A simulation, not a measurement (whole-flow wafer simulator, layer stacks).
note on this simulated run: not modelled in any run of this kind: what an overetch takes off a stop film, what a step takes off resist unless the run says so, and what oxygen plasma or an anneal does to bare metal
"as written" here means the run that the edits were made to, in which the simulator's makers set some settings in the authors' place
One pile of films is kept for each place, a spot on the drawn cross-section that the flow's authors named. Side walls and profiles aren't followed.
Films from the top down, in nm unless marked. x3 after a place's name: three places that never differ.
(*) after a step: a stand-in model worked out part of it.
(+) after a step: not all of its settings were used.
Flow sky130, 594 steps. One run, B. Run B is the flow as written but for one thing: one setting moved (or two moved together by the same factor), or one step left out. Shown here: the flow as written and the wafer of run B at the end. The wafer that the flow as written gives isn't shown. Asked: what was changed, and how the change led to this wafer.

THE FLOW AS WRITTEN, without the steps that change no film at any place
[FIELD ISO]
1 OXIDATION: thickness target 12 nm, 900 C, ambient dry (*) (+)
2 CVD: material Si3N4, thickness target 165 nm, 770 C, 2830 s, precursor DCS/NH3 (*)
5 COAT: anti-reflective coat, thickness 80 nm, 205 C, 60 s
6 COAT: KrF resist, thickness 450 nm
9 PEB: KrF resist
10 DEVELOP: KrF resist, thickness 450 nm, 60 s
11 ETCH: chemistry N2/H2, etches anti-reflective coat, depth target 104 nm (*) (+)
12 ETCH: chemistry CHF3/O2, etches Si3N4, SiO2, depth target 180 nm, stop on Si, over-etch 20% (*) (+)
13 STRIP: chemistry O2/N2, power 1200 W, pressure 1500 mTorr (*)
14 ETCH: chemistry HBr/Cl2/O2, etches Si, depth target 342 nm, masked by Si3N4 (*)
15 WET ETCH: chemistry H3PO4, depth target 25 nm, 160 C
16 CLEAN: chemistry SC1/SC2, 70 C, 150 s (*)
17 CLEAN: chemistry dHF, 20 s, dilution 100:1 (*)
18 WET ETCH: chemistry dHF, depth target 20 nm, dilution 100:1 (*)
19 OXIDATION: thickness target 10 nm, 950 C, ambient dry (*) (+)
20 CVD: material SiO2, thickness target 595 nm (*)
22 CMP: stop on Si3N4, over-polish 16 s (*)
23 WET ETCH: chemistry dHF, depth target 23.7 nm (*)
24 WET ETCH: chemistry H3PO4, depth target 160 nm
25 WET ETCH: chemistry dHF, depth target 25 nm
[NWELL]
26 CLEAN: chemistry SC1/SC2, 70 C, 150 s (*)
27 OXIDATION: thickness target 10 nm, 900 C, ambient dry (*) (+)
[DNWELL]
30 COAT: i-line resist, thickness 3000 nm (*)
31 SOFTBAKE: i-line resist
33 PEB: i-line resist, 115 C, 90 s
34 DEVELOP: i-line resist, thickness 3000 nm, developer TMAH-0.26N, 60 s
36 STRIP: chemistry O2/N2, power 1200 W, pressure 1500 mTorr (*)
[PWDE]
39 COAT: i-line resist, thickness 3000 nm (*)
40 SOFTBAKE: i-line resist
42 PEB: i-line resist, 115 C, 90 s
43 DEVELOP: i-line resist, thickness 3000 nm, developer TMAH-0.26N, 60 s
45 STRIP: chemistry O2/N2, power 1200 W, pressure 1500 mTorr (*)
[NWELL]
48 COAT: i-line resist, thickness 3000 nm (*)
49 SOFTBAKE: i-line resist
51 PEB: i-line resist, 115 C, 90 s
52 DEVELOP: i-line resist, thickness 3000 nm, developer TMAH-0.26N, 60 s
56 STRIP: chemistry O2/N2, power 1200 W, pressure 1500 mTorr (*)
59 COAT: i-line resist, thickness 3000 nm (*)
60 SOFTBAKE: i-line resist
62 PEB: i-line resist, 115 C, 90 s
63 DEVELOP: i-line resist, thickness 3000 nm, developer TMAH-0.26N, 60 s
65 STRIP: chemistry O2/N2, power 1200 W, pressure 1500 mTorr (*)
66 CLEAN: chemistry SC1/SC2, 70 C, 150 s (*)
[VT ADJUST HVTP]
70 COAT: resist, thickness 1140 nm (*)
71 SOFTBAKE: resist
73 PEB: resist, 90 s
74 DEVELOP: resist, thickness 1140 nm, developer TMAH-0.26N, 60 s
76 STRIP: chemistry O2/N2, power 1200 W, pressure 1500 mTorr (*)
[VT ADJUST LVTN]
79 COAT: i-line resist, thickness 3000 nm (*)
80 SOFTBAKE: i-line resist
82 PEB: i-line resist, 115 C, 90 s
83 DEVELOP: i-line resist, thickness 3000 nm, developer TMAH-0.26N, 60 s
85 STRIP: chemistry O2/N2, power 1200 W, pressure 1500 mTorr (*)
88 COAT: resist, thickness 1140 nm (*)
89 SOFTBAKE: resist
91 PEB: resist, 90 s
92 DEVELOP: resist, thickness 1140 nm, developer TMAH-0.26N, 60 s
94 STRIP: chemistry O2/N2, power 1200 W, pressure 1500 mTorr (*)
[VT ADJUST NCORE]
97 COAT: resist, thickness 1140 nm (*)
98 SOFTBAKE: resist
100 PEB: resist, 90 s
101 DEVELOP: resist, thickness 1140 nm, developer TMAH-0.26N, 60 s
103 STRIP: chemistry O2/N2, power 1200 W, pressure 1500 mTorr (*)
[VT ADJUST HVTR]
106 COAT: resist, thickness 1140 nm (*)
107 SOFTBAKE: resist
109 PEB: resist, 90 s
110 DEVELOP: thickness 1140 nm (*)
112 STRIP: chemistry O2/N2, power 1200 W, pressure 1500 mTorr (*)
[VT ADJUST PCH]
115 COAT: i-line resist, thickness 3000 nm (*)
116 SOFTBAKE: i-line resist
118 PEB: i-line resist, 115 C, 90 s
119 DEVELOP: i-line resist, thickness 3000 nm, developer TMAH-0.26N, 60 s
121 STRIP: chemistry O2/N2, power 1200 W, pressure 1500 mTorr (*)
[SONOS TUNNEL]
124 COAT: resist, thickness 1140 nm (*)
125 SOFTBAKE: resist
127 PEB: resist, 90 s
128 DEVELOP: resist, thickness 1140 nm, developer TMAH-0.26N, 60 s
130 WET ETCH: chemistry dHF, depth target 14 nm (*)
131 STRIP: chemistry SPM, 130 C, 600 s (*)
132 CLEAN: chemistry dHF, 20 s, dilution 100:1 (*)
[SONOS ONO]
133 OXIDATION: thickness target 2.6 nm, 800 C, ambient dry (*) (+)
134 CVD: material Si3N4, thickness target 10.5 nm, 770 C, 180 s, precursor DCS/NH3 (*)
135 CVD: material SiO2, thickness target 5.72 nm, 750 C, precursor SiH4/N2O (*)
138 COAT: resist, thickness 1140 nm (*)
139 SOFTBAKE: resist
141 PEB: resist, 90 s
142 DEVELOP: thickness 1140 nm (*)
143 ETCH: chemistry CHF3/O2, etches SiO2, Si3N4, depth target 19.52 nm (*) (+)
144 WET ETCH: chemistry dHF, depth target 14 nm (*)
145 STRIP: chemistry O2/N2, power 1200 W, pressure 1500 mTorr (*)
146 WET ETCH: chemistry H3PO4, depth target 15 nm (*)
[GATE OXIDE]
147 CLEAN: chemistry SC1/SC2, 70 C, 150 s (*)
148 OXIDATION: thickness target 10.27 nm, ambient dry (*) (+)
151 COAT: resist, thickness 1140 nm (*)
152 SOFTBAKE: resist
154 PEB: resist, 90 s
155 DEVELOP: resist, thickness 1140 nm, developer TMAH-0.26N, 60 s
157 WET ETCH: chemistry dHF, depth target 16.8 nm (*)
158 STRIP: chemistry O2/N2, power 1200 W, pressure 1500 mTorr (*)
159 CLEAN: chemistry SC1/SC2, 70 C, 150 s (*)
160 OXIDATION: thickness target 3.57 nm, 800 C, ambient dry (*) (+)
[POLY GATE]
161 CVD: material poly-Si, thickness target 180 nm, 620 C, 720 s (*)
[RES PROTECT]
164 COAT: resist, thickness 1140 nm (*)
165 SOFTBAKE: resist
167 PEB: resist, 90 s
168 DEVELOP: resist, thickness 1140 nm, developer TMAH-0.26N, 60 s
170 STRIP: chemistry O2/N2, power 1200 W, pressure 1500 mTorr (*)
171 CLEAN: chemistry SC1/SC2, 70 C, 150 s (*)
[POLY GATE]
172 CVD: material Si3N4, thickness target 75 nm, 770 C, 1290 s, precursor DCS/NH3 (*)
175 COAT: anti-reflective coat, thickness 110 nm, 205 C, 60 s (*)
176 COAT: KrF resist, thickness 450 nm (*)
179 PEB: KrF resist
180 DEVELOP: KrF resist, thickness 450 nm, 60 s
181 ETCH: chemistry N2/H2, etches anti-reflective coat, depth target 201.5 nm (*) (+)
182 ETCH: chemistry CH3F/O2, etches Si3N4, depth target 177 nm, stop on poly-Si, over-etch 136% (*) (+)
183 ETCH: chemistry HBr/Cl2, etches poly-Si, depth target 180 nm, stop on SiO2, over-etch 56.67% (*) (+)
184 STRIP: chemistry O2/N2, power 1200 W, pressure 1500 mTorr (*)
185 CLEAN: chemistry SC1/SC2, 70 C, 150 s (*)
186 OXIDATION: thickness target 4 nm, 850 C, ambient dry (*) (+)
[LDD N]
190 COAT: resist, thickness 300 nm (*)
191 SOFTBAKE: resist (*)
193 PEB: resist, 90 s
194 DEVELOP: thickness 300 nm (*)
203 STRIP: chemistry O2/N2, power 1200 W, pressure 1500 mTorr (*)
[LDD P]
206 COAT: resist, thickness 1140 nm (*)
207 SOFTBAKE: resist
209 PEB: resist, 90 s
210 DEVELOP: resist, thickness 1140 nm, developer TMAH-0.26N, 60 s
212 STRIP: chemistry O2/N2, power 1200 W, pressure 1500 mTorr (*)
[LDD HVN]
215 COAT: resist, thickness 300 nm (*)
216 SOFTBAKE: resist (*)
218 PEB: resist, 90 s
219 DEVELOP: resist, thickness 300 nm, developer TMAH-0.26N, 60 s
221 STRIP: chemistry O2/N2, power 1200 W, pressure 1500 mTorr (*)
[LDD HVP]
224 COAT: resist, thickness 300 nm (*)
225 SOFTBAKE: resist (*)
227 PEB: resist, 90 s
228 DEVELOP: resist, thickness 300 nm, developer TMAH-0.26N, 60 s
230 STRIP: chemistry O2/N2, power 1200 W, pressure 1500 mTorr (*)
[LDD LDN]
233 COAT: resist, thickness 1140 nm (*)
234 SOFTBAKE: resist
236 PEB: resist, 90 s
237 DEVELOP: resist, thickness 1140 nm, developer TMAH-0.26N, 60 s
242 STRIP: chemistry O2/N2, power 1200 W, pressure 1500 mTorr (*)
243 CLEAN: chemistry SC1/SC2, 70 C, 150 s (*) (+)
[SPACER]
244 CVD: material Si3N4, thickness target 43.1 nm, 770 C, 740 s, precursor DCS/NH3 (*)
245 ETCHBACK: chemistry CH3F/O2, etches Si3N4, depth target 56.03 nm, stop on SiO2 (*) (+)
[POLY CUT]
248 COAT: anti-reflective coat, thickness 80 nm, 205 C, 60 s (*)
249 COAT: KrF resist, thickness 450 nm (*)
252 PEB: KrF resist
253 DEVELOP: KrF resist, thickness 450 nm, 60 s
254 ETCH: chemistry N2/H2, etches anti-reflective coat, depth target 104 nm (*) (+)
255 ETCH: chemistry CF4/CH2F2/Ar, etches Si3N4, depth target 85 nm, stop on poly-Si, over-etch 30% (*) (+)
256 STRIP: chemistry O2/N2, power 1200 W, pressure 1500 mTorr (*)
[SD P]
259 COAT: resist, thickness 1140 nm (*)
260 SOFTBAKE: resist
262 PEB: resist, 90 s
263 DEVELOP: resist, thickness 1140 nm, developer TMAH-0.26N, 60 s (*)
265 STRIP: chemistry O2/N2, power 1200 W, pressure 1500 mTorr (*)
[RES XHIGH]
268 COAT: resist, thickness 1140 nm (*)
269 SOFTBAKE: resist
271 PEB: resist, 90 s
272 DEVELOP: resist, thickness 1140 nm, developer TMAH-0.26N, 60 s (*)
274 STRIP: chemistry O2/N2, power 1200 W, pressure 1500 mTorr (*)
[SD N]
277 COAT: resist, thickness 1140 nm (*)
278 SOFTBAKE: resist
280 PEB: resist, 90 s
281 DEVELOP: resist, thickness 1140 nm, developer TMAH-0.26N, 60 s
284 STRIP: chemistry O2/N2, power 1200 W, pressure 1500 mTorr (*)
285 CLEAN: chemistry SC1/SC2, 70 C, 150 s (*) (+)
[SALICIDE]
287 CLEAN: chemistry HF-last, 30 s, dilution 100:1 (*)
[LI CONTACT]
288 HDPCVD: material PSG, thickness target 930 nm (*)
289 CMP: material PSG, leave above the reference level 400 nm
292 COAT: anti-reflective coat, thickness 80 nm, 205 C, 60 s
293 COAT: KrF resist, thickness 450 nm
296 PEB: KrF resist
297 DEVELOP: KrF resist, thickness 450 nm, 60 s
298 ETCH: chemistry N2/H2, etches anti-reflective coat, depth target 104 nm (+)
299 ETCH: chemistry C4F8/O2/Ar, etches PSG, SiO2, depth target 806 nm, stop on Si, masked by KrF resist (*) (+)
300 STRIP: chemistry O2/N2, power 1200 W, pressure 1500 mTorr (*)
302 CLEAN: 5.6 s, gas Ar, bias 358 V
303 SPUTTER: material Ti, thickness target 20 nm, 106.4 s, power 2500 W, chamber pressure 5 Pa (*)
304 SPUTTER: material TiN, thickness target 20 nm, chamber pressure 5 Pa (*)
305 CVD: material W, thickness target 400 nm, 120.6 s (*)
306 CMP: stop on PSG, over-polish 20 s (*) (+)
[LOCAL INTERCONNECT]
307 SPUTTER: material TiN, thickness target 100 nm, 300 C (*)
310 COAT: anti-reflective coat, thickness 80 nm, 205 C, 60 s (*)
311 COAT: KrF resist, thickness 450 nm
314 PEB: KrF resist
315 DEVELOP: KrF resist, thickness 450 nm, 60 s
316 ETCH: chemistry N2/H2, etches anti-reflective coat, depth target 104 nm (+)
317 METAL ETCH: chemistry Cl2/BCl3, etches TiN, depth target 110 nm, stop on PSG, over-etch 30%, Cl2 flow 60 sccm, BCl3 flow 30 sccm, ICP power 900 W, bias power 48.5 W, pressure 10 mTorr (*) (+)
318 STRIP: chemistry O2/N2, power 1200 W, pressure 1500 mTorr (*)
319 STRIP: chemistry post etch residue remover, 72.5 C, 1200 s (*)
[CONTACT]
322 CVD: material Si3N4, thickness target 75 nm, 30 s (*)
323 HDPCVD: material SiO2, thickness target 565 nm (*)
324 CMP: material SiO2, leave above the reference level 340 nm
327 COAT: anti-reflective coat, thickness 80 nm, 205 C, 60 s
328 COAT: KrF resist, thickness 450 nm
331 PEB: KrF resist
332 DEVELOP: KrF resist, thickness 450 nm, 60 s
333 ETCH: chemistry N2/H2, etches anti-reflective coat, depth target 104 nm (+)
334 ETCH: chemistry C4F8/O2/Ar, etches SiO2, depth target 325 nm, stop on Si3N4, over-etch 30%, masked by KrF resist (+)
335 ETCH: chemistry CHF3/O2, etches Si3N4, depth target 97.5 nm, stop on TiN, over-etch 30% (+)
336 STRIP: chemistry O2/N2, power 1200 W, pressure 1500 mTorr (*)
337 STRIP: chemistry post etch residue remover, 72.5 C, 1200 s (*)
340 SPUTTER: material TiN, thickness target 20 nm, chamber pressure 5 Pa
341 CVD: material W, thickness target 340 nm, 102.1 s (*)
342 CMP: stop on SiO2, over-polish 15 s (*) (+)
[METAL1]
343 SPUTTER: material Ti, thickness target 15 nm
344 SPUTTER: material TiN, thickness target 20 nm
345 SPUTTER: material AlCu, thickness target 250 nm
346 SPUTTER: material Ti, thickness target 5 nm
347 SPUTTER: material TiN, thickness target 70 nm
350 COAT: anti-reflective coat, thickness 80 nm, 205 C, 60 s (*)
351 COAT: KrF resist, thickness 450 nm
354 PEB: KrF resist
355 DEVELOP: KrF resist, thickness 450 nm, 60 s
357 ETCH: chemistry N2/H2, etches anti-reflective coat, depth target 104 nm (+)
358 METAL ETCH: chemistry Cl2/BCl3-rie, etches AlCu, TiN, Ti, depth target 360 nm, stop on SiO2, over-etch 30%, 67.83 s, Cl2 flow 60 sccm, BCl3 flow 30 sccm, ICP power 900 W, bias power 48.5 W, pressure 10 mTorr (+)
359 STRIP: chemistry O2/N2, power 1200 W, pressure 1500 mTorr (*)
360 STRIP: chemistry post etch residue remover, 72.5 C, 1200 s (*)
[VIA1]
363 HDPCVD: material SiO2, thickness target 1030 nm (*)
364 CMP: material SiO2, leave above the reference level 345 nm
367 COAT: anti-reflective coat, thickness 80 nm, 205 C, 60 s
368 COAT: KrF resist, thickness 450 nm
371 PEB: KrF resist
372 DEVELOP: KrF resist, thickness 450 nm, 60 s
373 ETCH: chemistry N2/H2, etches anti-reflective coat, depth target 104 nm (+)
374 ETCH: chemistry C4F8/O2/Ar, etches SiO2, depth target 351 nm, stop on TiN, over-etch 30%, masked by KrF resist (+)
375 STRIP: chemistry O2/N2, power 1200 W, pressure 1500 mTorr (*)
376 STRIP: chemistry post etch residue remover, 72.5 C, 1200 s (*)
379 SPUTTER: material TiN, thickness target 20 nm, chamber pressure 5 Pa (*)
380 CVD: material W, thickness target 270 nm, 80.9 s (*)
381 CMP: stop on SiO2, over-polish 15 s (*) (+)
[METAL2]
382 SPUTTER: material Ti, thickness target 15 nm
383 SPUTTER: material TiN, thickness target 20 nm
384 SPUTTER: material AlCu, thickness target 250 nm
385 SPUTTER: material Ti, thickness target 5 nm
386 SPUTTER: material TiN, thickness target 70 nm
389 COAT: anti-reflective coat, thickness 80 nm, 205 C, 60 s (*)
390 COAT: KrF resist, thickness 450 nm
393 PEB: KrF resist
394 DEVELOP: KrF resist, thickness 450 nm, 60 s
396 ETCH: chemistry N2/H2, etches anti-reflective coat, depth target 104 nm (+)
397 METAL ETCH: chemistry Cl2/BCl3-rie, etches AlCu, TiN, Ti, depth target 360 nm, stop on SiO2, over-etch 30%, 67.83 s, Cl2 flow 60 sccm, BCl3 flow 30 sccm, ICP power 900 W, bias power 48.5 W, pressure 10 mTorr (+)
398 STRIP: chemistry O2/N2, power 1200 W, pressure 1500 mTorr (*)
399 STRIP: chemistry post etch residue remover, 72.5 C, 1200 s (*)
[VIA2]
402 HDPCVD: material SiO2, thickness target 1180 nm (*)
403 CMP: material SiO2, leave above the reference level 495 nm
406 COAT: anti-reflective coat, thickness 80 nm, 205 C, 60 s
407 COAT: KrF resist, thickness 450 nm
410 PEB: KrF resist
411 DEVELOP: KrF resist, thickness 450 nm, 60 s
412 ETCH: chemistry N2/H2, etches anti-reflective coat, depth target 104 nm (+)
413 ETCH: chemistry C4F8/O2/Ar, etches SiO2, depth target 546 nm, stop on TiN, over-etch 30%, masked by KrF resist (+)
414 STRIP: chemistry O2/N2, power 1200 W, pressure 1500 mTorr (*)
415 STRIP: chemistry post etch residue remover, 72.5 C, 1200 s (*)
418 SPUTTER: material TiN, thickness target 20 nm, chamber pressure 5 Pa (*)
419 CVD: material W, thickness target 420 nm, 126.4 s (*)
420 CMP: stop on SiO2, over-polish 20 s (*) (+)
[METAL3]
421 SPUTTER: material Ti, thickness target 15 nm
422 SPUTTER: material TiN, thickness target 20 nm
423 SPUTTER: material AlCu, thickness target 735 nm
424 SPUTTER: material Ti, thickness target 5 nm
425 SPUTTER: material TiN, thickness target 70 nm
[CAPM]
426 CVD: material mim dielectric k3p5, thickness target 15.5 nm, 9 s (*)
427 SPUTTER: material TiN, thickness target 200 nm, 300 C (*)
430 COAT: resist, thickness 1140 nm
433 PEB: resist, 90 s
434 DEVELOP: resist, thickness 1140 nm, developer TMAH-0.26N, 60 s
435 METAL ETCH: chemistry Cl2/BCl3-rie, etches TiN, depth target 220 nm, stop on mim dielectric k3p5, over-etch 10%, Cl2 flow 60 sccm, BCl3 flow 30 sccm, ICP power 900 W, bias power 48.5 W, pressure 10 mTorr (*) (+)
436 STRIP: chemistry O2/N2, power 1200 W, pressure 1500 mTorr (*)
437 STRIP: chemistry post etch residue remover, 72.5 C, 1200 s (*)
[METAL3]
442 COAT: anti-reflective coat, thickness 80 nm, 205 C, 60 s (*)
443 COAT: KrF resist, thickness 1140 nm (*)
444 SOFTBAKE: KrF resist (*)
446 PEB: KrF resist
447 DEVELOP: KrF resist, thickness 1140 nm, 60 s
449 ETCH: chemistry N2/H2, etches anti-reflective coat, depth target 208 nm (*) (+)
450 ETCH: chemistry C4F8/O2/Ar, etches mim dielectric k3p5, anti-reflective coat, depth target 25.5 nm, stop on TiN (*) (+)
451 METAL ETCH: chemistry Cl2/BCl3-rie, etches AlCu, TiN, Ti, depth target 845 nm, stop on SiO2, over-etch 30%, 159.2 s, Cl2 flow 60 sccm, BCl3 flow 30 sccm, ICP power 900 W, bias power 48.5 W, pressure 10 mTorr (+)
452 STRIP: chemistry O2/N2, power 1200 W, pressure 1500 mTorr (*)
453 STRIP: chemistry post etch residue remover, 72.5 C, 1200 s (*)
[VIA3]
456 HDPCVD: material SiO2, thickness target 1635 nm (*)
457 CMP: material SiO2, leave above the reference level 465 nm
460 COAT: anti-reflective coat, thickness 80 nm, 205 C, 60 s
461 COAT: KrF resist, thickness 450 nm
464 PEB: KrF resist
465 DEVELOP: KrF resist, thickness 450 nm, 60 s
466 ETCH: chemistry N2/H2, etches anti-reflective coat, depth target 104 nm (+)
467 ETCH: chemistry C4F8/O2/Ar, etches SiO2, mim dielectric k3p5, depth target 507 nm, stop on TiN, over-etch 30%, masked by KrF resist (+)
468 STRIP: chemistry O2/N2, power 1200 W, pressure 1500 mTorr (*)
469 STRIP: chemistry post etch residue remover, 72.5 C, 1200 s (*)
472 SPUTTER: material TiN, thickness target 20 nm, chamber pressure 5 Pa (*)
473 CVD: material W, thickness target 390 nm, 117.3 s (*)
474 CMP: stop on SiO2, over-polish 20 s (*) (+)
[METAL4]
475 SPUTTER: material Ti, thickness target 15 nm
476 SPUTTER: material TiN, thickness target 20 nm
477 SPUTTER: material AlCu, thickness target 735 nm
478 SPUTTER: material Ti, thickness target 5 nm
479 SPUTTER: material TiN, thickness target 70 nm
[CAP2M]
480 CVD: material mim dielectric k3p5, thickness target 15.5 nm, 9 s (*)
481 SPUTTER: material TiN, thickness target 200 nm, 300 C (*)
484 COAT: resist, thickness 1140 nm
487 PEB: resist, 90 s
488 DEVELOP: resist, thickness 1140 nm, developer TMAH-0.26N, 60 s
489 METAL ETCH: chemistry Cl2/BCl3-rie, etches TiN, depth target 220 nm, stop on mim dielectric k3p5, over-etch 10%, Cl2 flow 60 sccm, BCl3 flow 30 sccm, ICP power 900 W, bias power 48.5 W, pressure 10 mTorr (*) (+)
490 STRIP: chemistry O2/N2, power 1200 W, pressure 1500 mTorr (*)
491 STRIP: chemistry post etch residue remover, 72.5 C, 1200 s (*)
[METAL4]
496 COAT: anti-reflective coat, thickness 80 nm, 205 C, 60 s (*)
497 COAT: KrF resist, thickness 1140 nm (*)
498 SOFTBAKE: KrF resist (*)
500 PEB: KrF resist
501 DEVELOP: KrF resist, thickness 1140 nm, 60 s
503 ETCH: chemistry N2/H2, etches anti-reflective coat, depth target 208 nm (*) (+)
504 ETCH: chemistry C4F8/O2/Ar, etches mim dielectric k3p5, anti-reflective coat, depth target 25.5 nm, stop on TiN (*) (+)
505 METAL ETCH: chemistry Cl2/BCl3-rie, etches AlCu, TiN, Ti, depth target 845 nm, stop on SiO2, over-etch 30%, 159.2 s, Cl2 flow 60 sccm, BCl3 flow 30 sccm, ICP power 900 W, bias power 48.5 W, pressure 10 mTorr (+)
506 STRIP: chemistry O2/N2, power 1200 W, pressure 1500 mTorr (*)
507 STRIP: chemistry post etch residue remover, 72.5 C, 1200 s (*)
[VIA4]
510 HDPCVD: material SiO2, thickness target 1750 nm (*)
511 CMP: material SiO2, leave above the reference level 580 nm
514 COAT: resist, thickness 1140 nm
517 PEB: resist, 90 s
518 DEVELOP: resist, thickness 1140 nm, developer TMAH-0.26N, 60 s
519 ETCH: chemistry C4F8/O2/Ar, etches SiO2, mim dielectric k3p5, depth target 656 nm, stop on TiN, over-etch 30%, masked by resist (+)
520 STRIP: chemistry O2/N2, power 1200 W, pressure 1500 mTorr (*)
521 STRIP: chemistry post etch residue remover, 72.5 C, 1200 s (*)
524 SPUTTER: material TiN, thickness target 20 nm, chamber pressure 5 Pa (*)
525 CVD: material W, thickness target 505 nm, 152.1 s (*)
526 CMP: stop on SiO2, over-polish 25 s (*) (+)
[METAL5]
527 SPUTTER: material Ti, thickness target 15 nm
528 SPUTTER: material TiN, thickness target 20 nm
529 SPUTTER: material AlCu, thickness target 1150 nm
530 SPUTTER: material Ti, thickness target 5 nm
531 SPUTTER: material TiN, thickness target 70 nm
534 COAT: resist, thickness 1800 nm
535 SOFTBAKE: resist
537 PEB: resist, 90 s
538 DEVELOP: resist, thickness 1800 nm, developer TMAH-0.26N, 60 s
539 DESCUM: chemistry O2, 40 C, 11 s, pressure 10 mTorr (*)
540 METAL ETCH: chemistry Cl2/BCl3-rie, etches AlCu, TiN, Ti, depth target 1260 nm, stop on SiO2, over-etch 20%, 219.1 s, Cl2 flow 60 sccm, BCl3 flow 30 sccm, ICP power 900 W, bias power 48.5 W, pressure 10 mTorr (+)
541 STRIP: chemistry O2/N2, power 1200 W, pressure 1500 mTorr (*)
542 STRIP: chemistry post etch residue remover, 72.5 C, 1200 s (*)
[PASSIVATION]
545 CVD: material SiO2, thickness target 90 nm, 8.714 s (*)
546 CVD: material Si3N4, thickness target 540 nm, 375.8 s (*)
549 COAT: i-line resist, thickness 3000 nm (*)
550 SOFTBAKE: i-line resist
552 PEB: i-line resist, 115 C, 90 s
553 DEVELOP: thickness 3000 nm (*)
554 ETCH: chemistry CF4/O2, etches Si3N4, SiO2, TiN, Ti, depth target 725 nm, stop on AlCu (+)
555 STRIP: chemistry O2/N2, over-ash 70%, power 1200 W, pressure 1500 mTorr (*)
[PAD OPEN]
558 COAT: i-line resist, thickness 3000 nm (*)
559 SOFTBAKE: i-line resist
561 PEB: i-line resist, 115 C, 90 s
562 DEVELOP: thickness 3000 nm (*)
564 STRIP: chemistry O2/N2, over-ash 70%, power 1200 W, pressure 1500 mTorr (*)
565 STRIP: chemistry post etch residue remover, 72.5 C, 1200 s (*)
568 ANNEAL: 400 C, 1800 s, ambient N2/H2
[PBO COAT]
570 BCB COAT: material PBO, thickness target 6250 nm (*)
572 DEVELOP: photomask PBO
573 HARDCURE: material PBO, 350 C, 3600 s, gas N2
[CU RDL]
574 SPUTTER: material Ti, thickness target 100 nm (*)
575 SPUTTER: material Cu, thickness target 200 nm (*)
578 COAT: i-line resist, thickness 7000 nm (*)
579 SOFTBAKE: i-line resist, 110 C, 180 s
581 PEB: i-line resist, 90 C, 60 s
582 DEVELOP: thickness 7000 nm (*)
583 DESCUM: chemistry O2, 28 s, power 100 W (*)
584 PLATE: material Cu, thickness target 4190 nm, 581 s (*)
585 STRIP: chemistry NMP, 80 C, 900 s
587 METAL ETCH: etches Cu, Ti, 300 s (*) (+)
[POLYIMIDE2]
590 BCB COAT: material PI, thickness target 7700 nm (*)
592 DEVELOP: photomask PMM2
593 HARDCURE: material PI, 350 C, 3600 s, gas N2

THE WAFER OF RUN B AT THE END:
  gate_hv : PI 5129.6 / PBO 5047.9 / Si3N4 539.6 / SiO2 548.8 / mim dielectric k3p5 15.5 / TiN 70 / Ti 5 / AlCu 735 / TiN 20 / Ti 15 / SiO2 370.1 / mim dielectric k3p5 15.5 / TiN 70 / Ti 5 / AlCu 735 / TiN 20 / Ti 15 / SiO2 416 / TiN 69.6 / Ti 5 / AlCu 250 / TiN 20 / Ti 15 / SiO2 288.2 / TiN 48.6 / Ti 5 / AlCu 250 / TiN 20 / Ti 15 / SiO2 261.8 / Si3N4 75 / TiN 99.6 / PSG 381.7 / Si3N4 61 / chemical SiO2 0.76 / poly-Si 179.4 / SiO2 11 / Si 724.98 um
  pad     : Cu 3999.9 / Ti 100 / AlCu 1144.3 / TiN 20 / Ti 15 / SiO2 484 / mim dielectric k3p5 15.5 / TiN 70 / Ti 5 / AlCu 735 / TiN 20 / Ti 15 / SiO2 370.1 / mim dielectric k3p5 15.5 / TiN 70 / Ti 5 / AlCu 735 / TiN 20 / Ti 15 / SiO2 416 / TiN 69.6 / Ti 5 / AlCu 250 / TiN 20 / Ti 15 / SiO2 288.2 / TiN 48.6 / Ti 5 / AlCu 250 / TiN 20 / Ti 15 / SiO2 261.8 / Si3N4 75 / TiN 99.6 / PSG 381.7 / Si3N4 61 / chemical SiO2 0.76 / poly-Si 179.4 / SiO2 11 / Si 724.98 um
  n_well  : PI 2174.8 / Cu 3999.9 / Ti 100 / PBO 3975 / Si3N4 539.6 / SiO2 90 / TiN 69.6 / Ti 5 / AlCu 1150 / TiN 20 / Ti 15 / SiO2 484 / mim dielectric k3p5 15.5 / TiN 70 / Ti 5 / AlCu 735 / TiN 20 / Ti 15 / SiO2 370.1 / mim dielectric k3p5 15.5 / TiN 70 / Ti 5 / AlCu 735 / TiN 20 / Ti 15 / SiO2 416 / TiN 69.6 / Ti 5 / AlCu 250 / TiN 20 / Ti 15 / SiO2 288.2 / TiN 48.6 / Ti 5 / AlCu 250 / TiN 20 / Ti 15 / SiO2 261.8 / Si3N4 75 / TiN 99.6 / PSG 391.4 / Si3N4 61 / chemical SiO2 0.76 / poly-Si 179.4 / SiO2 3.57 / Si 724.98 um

The cause: step 347, SPUTTER: thickness target 49 nm was run, where the flow has thickness target 70 nm.

How the change led to this, step by step:
  347 SPUTTER: material TiN, thickness target 70 nm
      field, active, n_well and 188 more: TiN +49 (new film) (as written it would be: TiN +70 (new film))
  358 METAL ETCH: chemistry Cl2/BCl3-rie, etches AlCu, TiN, Ti, depth target 360 nm, stop on SiO2, over-etch 30%, 67.83 s, Cl2 flow 60 sccm, BCl3 flow 30 sccm, ICP power 900 W, bias power 48.5 W, pressure 10 mTorr (+)
      field, active, gate and 81 more: TiN -47.7 (all of it), Ti -5 (all of it), AlCu -250 (all of it), TiN -20 (all of it), Ti -15 (all of it), SiO2 -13 (as written it would be: TiN -68.7 (all of it), Ti -5 (all of it), AlCu -250 (all of it), TiN -20 (all of it), Ti -15 (all of it), SiO2 -10.9)
  364 CMP: material SiO2, leave above the reference level 345 nm
      n_well, p_well, gate_hv and 100 more: SiO2 -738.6 (as written it would be: SiO2 -759.6)
      poly_licon, ndiff_licon, ndiff_licon_cpp, rpo_hd_licon: SiO2 -738 (as written it would be: SiO2 -759)
  374 ETCH: chemistry C4F8/O2/Ar, etches SiO2, depth target 351 nm, stop on TiN, over-etch 30%, masked by KrF resist (+)
      m1, via1_hole: SiO2 -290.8 (all of it) (as written it would be: SiO2 -269.8 (all of it))
  380 CVD: material W, thickness target 270 nm, 80.9 s (*)
      m1, via1_hole: W +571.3 (new film) (as written it would be: W +549.9 (new film))
